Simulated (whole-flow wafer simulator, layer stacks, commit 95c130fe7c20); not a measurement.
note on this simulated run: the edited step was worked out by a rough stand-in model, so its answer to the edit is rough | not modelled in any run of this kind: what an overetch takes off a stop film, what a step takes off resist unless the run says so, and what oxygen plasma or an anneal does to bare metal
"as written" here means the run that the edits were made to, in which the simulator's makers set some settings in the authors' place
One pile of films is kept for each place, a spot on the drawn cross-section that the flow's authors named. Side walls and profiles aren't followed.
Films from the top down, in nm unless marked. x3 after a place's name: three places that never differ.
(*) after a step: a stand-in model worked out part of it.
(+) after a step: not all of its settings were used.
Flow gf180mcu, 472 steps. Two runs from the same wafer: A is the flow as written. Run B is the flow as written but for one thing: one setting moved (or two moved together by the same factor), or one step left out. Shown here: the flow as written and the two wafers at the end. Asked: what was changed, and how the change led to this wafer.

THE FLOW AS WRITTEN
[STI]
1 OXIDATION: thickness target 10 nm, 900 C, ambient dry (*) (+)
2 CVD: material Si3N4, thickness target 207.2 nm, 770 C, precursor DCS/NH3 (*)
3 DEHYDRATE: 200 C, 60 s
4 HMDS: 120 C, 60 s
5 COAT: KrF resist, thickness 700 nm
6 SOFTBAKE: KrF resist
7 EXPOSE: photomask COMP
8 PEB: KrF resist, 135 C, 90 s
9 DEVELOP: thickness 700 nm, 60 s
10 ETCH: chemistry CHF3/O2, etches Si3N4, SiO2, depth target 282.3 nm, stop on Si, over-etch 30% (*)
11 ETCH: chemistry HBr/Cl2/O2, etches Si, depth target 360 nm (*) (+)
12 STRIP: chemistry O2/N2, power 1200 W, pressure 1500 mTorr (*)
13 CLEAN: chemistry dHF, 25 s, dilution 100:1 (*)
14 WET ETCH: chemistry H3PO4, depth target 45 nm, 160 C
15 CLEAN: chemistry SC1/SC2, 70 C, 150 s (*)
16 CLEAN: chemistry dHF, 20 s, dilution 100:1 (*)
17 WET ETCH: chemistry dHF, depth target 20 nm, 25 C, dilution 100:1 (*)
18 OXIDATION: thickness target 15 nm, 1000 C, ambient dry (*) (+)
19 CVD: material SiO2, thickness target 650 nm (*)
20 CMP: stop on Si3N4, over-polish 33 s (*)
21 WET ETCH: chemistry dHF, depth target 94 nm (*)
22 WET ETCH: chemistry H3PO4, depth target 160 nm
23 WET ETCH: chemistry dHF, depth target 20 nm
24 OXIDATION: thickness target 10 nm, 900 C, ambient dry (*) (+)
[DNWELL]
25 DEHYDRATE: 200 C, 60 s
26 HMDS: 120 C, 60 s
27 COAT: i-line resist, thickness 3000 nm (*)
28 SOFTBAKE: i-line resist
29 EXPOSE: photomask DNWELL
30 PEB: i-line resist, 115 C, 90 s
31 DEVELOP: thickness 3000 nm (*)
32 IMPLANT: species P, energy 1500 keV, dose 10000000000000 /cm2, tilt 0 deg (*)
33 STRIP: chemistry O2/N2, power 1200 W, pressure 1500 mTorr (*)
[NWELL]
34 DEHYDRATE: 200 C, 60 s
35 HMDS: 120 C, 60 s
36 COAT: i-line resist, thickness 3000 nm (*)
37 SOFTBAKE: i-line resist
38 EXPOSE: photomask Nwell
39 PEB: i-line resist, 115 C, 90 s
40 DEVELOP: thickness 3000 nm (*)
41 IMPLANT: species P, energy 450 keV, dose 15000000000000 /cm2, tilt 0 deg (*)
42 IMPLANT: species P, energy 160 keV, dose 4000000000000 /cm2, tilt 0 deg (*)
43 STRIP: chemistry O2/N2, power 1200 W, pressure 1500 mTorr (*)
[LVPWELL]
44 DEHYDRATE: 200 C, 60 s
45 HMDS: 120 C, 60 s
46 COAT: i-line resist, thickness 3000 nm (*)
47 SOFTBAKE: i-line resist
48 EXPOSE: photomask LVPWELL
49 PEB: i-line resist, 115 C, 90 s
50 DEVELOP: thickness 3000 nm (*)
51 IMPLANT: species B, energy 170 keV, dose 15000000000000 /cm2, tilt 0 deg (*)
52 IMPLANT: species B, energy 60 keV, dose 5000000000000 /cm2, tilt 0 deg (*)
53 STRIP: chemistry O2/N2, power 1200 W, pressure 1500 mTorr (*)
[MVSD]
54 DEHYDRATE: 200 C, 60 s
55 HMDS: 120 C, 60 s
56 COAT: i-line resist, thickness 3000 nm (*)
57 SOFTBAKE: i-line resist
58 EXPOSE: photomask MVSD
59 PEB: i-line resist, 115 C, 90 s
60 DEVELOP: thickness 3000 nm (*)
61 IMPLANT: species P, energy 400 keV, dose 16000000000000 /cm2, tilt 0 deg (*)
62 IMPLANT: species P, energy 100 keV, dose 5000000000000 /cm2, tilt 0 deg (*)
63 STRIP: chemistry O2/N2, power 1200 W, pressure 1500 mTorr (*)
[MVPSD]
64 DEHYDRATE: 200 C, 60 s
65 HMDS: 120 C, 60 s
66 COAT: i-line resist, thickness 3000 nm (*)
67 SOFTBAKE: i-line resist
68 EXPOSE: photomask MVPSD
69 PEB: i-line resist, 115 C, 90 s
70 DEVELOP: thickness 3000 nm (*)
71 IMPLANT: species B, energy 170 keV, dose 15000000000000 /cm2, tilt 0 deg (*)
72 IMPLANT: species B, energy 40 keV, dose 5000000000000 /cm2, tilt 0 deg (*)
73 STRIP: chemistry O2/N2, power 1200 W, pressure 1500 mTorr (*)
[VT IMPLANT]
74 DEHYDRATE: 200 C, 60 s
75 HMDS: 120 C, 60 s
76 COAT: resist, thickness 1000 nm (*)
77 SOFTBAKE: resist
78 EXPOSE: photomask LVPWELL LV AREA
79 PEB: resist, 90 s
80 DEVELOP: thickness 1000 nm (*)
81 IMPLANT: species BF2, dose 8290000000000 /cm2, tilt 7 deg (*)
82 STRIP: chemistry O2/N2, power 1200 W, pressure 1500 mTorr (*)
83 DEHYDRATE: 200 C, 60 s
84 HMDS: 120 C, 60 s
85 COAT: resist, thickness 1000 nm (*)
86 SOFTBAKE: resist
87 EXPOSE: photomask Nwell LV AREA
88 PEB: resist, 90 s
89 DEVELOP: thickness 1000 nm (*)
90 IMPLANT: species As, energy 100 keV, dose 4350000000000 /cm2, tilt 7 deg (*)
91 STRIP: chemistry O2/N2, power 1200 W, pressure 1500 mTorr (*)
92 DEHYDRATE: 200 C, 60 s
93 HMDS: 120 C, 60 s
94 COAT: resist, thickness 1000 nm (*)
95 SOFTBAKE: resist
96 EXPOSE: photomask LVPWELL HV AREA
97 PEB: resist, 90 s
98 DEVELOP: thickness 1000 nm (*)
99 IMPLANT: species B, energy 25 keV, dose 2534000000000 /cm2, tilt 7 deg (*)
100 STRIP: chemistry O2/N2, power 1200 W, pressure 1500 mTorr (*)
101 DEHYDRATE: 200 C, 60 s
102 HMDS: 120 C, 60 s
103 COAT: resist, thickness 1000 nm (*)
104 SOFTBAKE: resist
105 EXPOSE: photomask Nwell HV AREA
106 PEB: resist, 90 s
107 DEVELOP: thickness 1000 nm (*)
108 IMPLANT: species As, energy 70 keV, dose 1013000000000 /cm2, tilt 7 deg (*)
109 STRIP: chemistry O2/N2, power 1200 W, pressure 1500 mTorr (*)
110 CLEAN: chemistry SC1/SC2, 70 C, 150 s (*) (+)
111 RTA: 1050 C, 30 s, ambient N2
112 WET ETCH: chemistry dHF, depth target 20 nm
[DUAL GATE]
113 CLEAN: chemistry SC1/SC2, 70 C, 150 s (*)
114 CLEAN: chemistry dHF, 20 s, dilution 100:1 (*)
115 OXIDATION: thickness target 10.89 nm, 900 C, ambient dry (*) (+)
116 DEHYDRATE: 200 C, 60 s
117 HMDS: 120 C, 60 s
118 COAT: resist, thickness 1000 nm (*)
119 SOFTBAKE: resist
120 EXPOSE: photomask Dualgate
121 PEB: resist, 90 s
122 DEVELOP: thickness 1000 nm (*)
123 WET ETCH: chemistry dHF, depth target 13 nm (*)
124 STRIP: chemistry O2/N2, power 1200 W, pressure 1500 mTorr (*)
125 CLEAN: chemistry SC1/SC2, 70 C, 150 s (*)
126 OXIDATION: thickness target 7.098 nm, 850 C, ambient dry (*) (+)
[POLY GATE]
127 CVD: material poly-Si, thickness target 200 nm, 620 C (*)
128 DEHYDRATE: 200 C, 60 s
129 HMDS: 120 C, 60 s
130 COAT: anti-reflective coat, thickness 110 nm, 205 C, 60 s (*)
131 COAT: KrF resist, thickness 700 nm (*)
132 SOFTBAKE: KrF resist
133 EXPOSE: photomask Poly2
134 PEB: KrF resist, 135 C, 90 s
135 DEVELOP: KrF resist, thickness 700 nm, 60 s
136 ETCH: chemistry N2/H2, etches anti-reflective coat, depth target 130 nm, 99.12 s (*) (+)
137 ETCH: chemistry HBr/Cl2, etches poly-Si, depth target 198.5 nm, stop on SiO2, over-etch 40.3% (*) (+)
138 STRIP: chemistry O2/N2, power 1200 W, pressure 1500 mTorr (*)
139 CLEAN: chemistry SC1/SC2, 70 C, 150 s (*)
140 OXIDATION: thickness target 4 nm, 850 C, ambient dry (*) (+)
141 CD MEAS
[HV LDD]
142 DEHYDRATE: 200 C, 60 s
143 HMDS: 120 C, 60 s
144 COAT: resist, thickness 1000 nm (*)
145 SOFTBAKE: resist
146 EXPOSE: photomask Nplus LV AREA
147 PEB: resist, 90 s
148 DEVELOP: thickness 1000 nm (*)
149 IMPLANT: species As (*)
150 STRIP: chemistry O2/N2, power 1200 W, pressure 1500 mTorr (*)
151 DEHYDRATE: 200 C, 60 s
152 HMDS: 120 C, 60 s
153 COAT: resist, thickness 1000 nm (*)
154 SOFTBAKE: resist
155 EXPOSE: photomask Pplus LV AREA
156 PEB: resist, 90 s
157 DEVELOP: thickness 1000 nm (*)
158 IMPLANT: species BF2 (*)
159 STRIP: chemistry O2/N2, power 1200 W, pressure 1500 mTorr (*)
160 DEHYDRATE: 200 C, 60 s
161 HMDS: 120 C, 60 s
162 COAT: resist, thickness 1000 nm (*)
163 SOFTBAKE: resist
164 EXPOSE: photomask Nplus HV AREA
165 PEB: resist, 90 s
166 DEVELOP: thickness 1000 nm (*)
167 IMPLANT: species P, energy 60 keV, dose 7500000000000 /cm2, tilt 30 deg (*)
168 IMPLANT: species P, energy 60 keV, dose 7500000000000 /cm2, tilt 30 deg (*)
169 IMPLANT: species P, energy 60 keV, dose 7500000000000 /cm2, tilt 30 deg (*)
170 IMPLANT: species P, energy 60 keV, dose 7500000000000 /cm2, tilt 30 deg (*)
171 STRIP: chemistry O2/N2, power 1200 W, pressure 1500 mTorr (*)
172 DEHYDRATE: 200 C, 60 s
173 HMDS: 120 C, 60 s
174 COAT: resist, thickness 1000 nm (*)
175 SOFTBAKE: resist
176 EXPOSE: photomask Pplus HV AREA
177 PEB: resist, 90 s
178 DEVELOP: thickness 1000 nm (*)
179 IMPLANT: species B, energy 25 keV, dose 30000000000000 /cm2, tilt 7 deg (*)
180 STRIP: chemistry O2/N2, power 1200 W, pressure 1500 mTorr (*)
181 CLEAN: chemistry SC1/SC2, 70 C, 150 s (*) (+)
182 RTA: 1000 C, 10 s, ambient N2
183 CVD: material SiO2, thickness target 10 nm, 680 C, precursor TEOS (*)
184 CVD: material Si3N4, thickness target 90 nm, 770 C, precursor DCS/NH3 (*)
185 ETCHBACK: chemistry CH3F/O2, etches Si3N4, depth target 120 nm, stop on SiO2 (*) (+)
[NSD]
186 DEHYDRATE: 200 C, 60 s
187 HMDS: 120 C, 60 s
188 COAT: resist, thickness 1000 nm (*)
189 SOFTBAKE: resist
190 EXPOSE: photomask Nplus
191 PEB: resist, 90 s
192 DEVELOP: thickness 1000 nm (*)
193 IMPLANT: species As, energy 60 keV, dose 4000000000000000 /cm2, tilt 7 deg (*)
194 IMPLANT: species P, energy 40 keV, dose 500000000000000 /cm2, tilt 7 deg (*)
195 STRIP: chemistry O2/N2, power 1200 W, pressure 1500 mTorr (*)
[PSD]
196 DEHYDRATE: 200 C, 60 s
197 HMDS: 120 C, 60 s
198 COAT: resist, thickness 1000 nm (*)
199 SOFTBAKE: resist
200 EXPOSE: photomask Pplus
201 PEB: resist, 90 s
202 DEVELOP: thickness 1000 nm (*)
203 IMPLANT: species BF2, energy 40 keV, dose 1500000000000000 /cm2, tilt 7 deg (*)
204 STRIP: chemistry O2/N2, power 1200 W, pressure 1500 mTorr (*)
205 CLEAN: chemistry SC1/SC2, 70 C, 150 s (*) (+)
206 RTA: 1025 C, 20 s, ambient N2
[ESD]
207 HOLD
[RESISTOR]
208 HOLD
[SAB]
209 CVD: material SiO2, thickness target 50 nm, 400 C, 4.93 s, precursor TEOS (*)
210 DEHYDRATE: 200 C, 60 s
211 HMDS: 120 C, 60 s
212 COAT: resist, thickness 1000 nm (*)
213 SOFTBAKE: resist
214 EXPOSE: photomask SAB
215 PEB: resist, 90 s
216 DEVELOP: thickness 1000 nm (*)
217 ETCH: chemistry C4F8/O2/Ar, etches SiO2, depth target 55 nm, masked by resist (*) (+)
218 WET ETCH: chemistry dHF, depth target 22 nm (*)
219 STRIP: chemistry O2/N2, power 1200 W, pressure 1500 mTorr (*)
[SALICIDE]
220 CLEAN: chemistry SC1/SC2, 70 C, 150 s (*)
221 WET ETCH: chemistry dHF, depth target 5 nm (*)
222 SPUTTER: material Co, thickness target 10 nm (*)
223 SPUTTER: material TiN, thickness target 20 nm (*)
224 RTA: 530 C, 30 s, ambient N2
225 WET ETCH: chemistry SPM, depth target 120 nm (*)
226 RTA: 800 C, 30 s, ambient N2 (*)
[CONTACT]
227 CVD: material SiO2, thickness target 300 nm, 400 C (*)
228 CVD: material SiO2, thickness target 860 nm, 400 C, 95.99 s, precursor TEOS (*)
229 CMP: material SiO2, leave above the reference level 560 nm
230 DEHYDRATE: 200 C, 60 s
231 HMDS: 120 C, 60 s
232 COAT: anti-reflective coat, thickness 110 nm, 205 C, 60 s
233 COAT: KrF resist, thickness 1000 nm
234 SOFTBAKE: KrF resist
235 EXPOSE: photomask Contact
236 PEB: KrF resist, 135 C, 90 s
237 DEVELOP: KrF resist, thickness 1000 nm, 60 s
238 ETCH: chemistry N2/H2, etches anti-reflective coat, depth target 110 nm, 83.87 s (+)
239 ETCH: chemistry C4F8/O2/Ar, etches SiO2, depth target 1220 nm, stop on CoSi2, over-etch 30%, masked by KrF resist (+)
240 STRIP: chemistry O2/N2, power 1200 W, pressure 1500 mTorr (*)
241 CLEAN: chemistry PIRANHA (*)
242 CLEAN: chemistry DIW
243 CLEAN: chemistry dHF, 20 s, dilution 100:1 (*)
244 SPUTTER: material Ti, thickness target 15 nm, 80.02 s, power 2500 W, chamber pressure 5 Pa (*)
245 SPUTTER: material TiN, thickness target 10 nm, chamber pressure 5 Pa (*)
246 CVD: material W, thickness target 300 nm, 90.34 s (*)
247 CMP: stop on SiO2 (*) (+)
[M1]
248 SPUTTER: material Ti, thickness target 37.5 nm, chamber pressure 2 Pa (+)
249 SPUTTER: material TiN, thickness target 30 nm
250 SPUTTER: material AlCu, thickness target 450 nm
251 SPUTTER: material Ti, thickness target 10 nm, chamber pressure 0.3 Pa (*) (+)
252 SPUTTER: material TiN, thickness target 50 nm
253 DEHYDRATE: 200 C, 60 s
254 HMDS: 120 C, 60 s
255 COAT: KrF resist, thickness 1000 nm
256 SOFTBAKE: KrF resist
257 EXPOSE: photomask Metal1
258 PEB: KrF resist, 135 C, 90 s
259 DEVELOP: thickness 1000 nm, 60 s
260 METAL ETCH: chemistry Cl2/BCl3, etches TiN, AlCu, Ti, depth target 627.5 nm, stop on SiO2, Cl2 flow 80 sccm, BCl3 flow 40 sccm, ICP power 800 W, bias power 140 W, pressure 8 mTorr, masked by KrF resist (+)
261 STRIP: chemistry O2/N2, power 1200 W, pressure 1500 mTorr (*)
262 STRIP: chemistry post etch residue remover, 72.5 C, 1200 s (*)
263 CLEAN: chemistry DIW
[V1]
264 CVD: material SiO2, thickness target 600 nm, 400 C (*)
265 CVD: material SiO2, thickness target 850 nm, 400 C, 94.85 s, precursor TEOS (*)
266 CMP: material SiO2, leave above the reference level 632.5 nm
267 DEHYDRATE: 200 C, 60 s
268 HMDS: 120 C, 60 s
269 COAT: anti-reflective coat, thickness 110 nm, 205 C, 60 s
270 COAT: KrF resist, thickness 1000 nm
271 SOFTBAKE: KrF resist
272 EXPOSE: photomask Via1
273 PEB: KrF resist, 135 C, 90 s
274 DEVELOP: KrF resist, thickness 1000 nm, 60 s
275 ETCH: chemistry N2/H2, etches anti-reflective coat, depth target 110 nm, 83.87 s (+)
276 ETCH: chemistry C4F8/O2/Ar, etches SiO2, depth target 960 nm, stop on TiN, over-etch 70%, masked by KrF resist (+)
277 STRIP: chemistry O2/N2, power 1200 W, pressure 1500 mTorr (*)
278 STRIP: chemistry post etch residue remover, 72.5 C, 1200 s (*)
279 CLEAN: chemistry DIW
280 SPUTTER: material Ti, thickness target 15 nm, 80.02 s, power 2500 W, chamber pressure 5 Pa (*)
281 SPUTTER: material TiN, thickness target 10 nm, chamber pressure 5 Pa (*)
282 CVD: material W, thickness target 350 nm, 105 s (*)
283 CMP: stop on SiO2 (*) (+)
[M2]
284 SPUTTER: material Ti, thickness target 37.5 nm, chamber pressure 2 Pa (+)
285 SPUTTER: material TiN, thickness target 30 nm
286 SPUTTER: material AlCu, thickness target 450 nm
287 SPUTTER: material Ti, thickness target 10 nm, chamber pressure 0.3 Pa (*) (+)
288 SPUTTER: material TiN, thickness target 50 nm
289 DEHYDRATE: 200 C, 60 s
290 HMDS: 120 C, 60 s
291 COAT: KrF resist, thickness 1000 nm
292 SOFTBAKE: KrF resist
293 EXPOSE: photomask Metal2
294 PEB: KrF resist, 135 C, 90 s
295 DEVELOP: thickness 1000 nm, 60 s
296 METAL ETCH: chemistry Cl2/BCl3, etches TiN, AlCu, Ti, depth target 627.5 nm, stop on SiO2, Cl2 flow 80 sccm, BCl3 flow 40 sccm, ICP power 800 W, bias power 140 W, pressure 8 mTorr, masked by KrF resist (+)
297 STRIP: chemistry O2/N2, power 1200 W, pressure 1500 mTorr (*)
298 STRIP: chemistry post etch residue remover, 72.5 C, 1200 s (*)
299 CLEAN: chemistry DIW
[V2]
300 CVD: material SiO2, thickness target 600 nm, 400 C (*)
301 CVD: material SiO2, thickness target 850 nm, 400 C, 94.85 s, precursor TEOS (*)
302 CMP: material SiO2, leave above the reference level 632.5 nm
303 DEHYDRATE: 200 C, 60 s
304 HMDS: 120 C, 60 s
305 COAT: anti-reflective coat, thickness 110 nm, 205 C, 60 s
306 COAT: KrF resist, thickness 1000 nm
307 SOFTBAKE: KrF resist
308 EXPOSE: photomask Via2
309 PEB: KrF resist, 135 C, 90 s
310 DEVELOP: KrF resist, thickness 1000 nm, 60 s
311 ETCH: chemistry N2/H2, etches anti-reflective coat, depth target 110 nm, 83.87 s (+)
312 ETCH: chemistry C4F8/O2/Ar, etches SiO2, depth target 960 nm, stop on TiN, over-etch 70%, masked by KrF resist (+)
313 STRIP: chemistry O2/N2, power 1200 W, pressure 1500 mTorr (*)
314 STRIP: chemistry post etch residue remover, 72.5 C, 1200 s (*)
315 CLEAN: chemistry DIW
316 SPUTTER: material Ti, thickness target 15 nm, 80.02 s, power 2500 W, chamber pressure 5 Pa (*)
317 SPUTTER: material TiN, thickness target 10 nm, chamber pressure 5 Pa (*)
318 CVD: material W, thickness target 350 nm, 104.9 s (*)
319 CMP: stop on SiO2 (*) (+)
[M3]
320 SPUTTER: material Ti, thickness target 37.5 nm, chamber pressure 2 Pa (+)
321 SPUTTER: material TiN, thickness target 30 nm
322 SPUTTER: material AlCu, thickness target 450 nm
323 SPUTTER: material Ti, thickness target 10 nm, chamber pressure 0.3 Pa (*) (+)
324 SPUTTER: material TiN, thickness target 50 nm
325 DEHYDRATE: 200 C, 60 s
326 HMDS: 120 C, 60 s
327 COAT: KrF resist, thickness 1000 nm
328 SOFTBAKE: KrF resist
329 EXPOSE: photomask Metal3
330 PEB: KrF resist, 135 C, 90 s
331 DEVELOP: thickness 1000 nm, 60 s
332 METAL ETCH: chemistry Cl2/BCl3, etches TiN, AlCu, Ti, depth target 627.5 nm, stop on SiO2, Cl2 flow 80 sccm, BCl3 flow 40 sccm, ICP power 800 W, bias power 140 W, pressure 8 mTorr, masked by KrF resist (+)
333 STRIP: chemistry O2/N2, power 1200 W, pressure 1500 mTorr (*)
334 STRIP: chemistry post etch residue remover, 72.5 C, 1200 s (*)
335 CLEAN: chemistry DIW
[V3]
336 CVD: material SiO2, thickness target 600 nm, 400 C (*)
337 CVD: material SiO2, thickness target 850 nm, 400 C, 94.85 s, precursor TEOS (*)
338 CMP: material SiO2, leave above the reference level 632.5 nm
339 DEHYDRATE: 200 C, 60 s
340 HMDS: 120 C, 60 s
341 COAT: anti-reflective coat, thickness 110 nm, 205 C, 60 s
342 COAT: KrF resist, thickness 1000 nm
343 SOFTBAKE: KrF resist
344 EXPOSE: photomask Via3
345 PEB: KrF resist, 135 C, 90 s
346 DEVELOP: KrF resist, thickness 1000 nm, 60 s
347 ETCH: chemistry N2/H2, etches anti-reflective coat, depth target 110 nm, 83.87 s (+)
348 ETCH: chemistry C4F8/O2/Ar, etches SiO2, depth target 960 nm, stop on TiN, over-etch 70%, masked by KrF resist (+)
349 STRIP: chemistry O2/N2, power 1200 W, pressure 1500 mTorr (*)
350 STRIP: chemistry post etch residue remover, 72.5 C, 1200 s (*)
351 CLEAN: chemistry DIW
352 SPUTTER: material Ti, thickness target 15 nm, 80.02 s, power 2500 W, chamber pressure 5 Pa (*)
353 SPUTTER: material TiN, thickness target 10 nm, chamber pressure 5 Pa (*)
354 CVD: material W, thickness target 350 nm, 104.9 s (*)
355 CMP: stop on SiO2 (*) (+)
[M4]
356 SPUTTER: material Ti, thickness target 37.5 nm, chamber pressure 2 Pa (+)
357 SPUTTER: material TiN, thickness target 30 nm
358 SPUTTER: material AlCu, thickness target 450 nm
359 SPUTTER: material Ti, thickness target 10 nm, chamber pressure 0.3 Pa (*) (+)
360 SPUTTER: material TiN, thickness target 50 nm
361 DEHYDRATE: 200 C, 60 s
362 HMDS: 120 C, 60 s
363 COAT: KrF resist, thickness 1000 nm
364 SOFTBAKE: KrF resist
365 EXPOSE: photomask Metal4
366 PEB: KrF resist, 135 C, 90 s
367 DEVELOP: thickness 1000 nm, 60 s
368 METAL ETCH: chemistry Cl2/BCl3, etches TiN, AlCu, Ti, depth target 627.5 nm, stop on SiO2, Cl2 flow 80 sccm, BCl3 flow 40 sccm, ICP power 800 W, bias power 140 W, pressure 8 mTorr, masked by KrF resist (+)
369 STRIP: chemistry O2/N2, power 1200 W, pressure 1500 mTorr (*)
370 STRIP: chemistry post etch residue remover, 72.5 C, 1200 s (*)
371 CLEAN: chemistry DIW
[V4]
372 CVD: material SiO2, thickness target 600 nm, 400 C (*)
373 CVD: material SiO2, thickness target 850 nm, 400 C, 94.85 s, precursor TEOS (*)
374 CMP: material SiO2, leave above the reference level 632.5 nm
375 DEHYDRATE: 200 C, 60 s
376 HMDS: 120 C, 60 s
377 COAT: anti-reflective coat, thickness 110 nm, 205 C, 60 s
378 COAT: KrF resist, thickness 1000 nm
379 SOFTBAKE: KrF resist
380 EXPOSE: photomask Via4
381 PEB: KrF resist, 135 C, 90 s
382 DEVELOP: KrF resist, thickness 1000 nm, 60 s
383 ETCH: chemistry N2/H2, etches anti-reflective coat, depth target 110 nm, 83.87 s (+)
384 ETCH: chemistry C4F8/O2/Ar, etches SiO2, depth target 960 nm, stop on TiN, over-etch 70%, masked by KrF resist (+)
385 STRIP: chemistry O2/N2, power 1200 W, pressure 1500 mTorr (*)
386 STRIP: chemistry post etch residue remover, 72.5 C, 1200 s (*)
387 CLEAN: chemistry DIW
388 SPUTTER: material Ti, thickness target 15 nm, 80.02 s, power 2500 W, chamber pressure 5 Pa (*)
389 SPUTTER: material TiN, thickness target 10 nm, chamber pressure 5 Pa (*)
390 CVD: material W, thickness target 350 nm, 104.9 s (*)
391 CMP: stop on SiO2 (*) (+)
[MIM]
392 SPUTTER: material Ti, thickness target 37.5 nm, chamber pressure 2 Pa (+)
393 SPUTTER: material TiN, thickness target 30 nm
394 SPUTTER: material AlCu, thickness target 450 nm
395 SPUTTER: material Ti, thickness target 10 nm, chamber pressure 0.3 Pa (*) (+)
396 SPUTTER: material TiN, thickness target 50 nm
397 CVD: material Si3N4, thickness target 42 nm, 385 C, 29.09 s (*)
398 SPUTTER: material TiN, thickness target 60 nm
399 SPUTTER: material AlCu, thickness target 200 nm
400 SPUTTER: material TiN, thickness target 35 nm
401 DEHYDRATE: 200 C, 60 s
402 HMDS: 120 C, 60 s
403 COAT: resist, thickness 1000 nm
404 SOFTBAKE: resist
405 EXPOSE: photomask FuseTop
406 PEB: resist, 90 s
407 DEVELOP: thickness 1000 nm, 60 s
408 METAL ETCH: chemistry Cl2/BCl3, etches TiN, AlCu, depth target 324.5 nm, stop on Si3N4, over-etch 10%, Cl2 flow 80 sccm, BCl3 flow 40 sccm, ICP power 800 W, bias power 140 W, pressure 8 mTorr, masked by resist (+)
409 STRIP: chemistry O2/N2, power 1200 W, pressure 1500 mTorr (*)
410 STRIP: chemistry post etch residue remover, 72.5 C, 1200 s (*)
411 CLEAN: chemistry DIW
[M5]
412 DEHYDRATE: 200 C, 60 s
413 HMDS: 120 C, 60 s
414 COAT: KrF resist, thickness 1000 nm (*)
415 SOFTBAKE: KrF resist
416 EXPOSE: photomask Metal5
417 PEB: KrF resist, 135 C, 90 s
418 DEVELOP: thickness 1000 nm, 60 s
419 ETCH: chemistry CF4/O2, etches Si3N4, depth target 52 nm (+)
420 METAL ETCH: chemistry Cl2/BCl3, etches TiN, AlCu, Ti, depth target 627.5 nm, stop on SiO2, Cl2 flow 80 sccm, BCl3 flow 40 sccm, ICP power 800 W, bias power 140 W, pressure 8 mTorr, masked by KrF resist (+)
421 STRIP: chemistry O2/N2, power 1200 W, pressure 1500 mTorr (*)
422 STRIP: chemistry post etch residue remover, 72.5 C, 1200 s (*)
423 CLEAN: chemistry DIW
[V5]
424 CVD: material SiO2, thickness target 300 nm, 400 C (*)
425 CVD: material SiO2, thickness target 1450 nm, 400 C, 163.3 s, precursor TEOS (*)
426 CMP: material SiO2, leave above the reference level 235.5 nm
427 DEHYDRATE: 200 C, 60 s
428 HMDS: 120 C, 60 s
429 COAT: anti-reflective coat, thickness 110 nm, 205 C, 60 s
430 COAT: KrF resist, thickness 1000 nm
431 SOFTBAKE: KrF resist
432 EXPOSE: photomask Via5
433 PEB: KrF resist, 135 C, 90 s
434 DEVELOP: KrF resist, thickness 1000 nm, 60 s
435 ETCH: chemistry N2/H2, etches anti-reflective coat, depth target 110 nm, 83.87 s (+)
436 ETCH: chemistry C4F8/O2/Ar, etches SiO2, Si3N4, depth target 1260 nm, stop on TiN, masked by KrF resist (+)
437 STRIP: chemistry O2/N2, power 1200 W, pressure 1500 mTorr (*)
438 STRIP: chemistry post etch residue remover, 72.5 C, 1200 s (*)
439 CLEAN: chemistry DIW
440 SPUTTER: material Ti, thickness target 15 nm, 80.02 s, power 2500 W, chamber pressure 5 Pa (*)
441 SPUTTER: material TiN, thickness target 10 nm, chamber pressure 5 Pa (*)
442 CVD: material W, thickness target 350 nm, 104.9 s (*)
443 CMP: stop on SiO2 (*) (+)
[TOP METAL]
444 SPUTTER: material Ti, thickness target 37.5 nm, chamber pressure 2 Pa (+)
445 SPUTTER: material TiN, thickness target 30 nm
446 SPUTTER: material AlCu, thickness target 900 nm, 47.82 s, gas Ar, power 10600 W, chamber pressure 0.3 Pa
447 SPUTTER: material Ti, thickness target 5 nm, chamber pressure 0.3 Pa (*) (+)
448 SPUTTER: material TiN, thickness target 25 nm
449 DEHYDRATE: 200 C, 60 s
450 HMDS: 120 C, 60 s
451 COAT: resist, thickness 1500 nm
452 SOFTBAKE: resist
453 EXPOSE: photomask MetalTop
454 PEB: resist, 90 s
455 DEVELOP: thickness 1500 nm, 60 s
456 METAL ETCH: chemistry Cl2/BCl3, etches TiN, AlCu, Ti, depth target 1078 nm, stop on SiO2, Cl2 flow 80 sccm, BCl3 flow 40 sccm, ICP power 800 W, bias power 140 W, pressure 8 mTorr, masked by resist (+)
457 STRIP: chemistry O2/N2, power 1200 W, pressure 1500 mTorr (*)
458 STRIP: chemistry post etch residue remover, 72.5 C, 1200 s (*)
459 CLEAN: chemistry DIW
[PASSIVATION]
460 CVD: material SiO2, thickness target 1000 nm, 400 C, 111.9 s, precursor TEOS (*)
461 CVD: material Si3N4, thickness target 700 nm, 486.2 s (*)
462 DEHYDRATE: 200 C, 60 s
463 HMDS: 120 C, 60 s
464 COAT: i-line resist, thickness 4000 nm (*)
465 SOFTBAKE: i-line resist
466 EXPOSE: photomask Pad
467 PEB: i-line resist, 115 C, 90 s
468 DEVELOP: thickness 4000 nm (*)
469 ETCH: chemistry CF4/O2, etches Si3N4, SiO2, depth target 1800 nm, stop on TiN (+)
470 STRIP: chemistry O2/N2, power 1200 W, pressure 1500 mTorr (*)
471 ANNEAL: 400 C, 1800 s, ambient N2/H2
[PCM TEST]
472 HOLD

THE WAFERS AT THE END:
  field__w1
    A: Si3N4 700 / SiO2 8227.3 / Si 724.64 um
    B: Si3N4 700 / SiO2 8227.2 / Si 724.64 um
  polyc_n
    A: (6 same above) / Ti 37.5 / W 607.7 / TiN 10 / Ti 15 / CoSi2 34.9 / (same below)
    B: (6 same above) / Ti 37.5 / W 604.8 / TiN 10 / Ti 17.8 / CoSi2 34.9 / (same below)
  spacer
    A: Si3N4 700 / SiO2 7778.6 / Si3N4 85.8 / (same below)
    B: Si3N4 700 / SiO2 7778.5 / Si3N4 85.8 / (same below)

The cause: step 244, SPUTTER: 95.02 s was run, where the flow has 80.02 s.

How the change led to this, step by step:
  244 SPUTTER: material Ti, thickness target 15 nm, 80.02 s, power 2500 W, chamber pressure 5 Pa (*)
      field, field__w1, field__w2 and 107 more: A Ti +15 (new film) | B Ti +17.8 (new film)
      contact: A Ti +8.55 (new film) | B Ti +10.2 (new film)
  247 CMP: stop on SiO2 (*) (+)
      field, field__w1, field__w2 and 105 more: A W -300 (all of it), TiN -10 (all of it), Ti -15 (all of it), SiO2 -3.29 | B W -300 (all of it), TiN -10 (all of it), Ti -17.8 (all of it), SiO2 -3.32
